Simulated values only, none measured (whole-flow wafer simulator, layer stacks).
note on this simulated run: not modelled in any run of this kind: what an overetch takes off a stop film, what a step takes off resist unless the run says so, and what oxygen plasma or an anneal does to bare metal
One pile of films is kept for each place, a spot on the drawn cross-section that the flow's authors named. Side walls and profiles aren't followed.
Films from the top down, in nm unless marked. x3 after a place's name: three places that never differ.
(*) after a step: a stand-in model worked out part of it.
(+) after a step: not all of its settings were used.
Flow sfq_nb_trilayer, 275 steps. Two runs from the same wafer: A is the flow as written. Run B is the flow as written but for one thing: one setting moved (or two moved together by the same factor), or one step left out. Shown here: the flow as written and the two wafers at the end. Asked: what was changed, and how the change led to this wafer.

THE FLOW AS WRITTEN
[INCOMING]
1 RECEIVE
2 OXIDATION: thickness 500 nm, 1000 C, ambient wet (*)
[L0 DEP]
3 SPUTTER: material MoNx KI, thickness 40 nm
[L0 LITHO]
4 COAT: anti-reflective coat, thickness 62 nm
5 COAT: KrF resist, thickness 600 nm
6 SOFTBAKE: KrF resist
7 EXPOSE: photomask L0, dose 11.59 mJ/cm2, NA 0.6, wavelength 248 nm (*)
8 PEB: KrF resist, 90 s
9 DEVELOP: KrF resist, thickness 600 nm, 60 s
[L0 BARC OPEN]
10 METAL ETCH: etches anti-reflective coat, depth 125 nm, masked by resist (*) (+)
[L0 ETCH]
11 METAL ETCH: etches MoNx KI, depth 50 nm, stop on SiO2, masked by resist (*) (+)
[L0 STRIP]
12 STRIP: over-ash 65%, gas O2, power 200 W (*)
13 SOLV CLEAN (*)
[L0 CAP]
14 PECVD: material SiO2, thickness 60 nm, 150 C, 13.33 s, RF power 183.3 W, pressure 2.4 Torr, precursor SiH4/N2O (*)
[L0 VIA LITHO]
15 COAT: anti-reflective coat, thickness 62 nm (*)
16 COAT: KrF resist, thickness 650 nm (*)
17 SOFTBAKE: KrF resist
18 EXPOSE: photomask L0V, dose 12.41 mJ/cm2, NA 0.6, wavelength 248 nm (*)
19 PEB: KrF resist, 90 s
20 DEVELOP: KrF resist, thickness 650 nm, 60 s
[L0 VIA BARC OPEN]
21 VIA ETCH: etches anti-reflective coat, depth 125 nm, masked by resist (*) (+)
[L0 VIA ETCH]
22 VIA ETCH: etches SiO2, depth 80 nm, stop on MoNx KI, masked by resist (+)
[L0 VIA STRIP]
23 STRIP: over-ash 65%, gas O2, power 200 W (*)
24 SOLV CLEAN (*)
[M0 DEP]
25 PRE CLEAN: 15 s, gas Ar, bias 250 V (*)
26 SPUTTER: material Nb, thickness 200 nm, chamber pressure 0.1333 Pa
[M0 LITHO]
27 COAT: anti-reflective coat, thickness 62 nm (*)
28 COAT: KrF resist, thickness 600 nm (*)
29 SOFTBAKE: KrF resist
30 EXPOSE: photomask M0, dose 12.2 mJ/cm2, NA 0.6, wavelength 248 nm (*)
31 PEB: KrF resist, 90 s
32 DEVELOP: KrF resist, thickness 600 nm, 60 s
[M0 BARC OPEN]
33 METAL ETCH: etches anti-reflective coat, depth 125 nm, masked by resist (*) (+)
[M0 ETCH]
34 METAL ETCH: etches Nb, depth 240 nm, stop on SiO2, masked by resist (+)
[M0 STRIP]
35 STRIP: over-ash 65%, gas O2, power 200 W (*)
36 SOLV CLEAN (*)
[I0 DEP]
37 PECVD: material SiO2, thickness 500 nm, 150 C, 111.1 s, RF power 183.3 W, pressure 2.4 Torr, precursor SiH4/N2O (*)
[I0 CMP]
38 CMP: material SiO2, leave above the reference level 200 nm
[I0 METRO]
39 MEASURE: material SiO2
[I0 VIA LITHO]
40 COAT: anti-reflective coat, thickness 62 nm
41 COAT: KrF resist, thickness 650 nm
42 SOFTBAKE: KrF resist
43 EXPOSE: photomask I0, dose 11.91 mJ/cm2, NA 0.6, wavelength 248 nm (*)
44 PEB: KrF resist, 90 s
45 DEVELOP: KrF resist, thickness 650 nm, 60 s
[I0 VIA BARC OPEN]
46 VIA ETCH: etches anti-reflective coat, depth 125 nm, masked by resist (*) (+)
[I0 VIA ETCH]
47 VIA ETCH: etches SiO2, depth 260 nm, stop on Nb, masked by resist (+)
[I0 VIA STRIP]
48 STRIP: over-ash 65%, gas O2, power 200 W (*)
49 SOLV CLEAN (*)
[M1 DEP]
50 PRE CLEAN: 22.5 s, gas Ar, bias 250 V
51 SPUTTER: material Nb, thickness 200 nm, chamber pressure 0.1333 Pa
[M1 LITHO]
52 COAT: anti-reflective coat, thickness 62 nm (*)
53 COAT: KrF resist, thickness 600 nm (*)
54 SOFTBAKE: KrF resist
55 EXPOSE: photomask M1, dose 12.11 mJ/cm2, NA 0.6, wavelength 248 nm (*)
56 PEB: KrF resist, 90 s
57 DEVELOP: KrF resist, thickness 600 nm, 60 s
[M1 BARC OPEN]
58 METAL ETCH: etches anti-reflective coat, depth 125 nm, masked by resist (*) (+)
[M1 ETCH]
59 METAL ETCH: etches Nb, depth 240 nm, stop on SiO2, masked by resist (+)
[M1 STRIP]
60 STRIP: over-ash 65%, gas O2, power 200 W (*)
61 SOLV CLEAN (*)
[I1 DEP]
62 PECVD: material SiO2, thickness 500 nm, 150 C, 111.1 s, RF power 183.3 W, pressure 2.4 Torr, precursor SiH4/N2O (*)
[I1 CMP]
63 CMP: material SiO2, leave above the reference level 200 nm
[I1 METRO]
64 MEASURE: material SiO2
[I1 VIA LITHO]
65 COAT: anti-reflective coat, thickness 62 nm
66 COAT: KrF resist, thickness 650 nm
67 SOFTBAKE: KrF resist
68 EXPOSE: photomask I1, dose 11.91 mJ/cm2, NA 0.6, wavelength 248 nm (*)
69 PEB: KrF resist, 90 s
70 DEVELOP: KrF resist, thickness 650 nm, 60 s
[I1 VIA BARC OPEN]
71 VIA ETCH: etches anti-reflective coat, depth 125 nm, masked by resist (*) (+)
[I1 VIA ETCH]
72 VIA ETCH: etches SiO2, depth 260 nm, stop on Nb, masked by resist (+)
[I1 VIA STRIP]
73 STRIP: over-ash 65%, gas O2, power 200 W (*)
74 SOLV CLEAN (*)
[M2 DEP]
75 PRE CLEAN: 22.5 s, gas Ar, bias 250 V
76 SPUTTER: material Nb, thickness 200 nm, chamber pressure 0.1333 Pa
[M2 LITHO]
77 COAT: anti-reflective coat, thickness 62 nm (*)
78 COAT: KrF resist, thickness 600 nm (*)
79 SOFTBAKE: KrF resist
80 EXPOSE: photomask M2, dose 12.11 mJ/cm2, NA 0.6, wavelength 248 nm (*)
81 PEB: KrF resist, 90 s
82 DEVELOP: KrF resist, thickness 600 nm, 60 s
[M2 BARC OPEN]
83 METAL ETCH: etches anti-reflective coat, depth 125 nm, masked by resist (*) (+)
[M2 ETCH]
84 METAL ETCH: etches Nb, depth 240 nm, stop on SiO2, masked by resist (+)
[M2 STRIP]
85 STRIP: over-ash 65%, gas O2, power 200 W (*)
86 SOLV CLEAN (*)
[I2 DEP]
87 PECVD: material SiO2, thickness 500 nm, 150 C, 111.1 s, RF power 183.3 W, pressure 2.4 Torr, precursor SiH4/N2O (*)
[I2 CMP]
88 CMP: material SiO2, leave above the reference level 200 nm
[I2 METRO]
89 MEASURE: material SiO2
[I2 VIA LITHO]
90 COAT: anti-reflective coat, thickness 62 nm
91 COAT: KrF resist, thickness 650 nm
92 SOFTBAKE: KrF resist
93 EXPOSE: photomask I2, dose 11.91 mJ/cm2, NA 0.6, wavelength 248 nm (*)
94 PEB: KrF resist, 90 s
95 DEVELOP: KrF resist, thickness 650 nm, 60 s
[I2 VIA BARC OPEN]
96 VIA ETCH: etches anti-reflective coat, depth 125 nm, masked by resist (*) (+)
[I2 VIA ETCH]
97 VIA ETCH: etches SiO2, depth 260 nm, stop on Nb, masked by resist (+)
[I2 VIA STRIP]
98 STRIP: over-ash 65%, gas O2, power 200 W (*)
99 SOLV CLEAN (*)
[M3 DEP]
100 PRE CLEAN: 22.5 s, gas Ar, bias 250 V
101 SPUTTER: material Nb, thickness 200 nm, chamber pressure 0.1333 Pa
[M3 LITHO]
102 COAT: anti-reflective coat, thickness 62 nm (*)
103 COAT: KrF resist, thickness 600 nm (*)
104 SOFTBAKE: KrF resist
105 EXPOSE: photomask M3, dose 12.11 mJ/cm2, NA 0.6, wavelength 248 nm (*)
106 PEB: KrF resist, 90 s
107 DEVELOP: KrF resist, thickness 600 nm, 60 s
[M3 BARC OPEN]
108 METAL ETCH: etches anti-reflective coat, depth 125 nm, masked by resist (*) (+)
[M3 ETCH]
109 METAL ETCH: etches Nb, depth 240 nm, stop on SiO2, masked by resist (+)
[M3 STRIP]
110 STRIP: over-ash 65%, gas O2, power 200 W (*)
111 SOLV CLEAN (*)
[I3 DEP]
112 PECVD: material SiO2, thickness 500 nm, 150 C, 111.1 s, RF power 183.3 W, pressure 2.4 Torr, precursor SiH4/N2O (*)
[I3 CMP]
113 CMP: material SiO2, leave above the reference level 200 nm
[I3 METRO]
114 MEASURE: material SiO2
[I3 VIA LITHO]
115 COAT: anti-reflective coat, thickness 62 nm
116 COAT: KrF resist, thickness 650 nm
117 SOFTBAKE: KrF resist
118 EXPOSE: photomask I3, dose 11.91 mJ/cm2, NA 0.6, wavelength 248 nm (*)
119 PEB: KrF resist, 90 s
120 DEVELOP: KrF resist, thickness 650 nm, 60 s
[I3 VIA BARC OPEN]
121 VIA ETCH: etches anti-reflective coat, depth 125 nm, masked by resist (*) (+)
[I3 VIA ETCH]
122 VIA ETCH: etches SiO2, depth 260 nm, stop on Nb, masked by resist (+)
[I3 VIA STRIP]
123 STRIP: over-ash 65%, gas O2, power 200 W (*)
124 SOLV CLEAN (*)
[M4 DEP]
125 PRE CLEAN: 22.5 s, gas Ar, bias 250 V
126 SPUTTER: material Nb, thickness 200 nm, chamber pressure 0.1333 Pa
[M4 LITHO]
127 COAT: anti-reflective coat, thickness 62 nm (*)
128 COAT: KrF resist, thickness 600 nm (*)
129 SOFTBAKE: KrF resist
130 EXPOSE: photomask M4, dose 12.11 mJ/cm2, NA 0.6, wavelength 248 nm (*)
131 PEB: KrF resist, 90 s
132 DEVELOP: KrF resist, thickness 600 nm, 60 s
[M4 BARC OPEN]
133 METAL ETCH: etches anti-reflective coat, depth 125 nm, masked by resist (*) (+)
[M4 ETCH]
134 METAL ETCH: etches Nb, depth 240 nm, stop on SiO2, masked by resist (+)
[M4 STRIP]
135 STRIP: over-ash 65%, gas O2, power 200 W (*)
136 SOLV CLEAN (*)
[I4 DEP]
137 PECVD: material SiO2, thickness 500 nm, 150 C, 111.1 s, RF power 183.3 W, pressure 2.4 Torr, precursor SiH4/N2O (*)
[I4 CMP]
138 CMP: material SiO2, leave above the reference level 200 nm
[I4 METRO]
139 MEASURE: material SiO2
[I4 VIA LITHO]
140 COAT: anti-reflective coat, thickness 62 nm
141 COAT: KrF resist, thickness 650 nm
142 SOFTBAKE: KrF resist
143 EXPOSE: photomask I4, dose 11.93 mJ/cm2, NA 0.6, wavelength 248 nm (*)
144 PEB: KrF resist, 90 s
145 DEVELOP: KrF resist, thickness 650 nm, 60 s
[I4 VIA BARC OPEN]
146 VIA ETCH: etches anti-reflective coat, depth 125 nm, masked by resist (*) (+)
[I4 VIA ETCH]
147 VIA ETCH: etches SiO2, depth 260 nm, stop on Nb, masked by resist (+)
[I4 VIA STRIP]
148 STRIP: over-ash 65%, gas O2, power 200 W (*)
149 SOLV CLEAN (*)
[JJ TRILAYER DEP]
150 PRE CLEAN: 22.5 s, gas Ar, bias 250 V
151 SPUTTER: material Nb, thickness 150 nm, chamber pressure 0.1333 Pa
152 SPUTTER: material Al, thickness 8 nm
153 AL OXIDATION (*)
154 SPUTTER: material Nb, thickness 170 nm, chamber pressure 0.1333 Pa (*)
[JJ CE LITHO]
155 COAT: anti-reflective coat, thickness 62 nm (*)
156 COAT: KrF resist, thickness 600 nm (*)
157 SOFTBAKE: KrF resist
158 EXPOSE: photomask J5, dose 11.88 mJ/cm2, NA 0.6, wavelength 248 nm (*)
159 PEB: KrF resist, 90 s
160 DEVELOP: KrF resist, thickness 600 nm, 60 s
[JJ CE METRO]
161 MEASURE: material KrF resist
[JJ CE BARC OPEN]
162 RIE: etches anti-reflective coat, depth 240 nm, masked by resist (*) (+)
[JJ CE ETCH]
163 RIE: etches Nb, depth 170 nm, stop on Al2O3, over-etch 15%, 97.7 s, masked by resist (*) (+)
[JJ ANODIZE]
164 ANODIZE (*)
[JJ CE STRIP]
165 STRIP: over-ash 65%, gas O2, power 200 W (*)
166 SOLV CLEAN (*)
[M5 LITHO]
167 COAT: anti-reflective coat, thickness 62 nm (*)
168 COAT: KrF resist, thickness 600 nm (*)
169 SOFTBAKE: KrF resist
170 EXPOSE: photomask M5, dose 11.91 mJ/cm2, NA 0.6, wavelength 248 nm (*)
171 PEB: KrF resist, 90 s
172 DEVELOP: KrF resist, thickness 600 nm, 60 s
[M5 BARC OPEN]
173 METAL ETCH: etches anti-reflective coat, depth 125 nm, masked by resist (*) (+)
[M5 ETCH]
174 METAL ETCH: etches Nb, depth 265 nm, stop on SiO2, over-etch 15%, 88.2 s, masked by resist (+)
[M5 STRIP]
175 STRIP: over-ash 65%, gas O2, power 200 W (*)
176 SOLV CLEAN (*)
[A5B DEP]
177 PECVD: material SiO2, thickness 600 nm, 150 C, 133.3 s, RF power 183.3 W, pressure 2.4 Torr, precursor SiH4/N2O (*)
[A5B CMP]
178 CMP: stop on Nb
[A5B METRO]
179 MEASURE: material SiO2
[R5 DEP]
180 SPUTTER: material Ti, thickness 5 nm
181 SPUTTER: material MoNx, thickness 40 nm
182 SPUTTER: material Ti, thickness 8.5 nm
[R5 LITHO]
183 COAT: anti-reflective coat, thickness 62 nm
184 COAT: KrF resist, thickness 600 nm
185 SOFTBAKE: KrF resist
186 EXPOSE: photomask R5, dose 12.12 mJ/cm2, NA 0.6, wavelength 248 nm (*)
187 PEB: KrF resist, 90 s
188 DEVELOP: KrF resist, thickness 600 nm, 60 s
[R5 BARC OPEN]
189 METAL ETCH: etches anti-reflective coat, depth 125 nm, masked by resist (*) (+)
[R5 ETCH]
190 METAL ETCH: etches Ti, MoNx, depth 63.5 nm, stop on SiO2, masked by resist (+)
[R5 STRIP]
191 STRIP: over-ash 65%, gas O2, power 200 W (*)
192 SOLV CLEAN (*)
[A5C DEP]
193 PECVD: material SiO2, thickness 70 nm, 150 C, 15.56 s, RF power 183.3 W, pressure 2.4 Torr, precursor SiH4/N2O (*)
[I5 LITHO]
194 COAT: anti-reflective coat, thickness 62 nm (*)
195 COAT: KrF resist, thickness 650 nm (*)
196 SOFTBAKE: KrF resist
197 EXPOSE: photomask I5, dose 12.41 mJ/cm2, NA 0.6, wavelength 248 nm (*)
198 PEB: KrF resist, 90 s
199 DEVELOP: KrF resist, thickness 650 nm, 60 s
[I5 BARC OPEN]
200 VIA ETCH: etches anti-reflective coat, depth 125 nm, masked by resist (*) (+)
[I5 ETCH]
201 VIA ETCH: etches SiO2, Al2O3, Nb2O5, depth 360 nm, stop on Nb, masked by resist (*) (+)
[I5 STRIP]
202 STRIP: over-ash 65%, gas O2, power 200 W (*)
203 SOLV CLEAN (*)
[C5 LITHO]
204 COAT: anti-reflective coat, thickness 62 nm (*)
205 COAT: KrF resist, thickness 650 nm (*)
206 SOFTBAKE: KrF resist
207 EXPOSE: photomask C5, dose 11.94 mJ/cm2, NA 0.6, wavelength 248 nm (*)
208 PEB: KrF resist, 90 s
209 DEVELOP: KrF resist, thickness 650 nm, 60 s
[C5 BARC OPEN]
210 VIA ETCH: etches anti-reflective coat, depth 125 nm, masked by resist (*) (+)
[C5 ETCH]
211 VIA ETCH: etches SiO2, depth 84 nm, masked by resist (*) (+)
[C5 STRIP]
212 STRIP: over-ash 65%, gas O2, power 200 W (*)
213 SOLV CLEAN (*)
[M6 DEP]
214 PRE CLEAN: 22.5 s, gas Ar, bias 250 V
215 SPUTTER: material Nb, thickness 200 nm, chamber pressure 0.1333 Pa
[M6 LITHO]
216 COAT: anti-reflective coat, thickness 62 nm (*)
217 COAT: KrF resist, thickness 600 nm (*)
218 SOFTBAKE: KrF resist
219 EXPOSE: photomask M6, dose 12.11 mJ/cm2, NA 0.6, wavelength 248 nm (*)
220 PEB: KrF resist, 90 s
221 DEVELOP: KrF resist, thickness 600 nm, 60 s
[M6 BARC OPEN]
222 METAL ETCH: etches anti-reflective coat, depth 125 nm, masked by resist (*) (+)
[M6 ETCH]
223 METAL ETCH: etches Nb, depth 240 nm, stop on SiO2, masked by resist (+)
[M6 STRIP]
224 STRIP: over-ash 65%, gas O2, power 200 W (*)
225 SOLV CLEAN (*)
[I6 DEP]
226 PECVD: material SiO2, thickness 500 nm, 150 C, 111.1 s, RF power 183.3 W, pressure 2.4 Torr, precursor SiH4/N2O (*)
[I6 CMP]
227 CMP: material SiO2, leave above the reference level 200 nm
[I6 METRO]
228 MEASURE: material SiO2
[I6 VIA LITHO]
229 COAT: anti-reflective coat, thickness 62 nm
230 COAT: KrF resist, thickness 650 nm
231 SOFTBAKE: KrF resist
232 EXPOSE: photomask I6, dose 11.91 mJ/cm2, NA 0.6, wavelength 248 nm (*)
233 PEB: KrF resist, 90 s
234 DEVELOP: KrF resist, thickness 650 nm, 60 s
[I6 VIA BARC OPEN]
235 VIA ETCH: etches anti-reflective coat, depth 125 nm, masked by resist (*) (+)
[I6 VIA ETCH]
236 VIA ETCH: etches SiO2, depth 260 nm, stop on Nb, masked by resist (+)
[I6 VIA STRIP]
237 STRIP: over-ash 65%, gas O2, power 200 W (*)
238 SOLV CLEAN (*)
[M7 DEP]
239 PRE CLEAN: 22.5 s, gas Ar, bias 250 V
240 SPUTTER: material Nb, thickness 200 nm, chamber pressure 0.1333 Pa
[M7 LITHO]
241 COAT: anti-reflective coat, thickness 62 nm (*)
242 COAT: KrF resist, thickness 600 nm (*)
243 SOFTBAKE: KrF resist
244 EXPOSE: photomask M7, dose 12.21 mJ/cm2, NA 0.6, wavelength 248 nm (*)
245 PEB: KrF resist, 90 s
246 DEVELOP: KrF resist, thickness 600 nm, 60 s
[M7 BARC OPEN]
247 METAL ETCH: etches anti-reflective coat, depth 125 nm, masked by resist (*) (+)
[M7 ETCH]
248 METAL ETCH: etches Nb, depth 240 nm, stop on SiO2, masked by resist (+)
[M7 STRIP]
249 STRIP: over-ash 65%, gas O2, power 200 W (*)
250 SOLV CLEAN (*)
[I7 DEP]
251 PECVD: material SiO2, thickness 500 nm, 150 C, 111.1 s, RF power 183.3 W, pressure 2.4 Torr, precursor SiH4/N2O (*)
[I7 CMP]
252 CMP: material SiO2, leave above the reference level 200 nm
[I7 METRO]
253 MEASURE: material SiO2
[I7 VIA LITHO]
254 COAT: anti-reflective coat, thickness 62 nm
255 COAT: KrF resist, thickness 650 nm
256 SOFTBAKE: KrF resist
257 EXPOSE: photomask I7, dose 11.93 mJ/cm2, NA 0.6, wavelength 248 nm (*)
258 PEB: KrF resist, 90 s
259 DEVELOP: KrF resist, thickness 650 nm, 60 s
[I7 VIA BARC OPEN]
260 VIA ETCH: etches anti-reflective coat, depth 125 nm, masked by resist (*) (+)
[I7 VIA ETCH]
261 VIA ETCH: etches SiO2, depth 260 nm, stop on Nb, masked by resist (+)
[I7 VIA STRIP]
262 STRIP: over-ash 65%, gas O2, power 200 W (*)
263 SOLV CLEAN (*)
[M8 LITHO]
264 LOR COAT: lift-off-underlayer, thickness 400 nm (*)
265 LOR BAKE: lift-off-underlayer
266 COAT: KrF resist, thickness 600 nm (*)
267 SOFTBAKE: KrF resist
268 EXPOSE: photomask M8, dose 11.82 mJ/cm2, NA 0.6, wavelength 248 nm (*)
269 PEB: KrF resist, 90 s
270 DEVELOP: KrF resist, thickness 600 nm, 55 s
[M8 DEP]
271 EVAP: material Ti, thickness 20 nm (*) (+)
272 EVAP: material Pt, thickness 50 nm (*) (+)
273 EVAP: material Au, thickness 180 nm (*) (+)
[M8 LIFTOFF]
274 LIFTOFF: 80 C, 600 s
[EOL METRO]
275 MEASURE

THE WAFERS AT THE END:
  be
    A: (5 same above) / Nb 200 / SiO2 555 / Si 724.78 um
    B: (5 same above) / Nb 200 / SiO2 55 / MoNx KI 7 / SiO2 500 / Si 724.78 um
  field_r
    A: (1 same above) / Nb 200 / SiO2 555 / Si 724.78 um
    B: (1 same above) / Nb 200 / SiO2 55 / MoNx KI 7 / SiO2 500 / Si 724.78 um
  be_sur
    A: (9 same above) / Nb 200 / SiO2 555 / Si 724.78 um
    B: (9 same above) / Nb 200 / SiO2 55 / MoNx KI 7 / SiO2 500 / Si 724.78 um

The cause: step 3, SPUTTER: thickness 57 nm was run, where the flow has thickness 40 nm.

How the change led to this, step by step:
  3 SPUTTER: material MoNx KI, thickness 40 nm
      field_l, v_sur, via_wl and 103 more: A MoNx KI +40 (new film) | B MoNx KI +57 (new film)
  11 METAL ETCH: etches MoNx KI, depth 50 nm, stop on SiO2, masked by resist (*) (+)
      v_sur, via_wl, via_w and 97 more: A MoNx KI -40 (all of it) | B MoNx KI -50
  14 PECVD: material SiO2, thickness 60 nm, 150 C, 13.33 s, RF power 183.3 W, pressure 2.4 Torr, precursor SiH4/N2O (*)
      v_sur, via_wl, via_w and 97 more: A SiO2 +60 | B SiO2 +60 (new film)
  15 COAT: anti-reflective coat, thickness 62 nm (*)
      field_l: A anti-reflective coat +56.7 (new film) | B anti-reflective coat +55.5 (new film)
      v_sur: A anti-reflective coat +72.2 (new film) | B anti-reflective coat +74.9 (new film)
      (and at 2 more places)
  23 STRIP: over-ash 65%, gas O2, power 200 W (*)
      field_l: A KrF resist -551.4 (all of it), anti-reflective coat -56.7 (all of it) | B KrF resist -549.3 (all of it), anti-reflective coat -55.5 (all of it)
      v_sur: A KrF resist -570.5 (all of it), anti-reflective coat -72.2 (all of it) | B KrF resist -573.1 (all of it), anti-reflective coat -74.9 (all of it)
      (and at 2 more places)
  27 COAT: anti-reflective coat, thickness 62 nm (*)
      v_sur: A anti-reflective coat +72.3 (new film) | B anti-reflective coat +75.1 (new film)
      l0_sur: A anti-reflective coat +47.5 (new film) | B anti-reflective coat +46.5 (new film)
      (and at 1 more place)
  35 STRIP: over-ash 65%, gas O2, power 200 W (*)
      v_sur: A KrF resist -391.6 (all of it), anti-reflective coat -72.3 (all of it) | B KrF resist -393.9 (all of it), anti-reflective coat -75.1 (all of it)
      l0_sur: A KrF resist -372 (all of it), anti-reflective coat -47.5 (all of it) | B KrF resist -369.2 (all of it), anti-reflective coat -46.5 (all of it)
      (and at 1 more place)
  38 CMP: material SiO2, leave above the reference level 200 nm
      field_l, l0_sur, l0r_line_l, l0r_line_c, l0r_line_r: A SiO2 -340 | B SiO2 -350
      l0v: A SiO2 -277.8 | B SiO2 -287.8
Counting metal films that touch as one body, be has 4 bodies (between them, from the top down: SiO2 503.2; SiO2 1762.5; SiO2 55); the flow as written gives 3 bodies (between them, from the top down: SiO2 503.2; SiO2 1762.5).
Counting metal films that touch as one body, field_r has 2 bodies (between them, from the top down: SiO2 55); the flow as written gives 1 body.
Counting metal films that touch as one body, be_sur has 5 bodies (between them, from the top down: SiO2 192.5; SiO2 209 / Al2O3 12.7 / Nb2O5 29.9; SiO2 1762.5; SiO2 55); the flow as written gives 4 bodies (between them, from the top down: SiO2 192.5; SiO2 209 / Al2O3 12.7 / Nb2O5 29.9; SiO2 1762.5).
